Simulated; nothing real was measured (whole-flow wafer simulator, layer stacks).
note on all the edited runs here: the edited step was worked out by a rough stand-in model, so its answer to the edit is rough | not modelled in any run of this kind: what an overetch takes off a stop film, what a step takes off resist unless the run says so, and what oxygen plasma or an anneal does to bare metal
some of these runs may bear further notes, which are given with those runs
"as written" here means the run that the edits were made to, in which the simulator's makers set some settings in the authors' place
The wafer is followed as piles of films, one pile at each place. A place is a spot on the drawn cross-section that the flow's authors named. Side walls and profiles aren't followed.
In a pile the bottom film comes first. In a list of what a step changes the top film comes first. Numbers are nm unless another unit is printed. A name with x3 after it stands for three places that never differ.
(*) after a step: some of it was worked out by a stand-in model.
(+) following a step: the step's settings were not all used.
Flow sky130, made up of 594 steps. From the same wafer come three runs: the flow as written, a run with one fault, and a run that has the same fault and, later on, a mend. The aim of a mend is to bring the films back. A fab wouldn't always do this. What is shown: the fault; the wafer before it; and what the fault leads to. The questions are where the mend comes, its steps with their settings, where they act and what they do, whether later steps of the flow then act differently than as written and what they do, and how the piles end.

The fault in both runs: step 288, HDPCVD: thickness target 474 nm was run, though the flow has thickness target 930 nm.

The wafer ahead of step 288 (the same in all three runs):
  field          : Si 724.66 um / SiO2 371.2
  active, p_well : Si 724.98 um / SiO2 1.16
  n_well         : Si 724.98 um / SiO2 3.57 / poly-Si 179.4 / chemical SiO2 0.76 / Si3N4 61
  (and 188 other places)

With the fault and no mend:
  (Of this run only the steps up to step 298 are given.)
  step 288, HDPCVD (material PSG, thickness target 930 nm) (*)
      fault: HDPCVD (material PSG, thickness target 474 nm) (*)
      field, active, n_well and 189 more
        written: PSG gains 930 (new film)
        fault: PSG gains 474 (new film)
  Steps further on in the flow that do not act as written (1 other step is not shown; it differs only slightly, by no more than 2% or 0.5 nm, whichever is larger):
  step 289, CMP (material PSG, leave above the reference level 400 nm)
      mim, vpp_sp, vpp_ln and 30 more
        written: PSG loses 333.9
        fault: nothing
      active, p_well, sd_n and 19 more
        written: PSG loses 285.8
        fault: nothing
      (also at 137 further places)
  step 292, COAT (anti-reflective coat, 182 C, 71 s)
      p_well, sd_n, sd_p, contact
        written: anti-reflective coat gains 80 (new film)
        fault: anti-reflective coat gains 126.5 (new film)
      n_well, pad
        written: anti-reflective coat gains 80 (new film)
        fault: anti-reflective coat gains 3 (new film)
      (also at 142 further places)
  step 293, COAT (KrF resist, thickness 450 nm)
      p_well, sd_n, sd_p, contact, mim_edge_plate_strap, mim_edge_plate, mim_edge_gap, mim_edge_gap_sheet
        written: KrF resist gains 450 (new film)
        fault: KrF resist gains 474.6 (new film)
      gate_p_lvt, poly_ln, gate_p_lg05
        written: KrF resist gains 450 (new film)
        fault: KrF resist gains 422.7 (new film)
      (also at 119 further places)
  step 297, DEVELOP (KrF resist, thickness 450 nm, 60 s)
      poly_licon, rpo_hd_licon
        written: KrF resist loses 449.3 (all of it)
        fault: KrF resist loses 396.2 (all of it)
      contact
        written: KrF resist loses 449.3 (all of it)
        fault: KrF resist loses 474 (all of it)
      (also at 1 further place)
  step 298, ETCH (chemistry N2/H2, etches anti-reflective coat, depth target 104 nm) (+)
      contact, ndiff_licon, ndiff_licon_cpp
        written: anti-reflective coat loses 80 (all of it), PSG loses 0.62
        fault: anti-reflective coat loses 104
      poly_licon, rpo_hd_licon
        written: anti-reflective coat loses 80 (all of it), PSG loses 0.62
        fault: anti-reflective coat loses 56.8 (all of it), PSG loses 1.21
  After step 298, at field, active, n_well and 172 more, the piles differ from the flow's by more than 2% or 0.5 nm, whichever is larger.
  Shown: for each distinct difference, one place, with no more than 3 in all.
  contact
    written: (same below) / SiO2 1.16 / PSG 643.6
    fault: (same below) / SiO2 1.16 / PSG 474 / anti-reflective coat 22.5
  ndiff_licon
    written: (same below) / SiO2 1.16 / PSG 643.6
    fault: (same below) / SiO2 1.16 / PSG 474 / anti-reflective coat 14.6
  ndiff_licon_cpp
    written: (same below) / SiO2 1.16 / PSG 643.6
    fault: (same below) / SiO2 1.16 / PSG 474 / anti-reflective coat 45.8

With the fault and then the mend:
  The mend stands after step 288.
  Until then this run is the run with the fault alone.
  step 288a, HDPCVD (material PSG, thickness target 456 nm) (*) (a further turn of the flow's step 288, with different settings)
      field, active, n_well and 189 more
        PSG gains 456
  None of the later steps of the flow differs from how it acts as written, at any place that is followed, by more than 2% or 0.5 nm, whichever is larger.
  When the end is reached, the piles differ only a little from the flow's at the places that both follow, at most by 2% or 0.5 nm, whichever is larger.
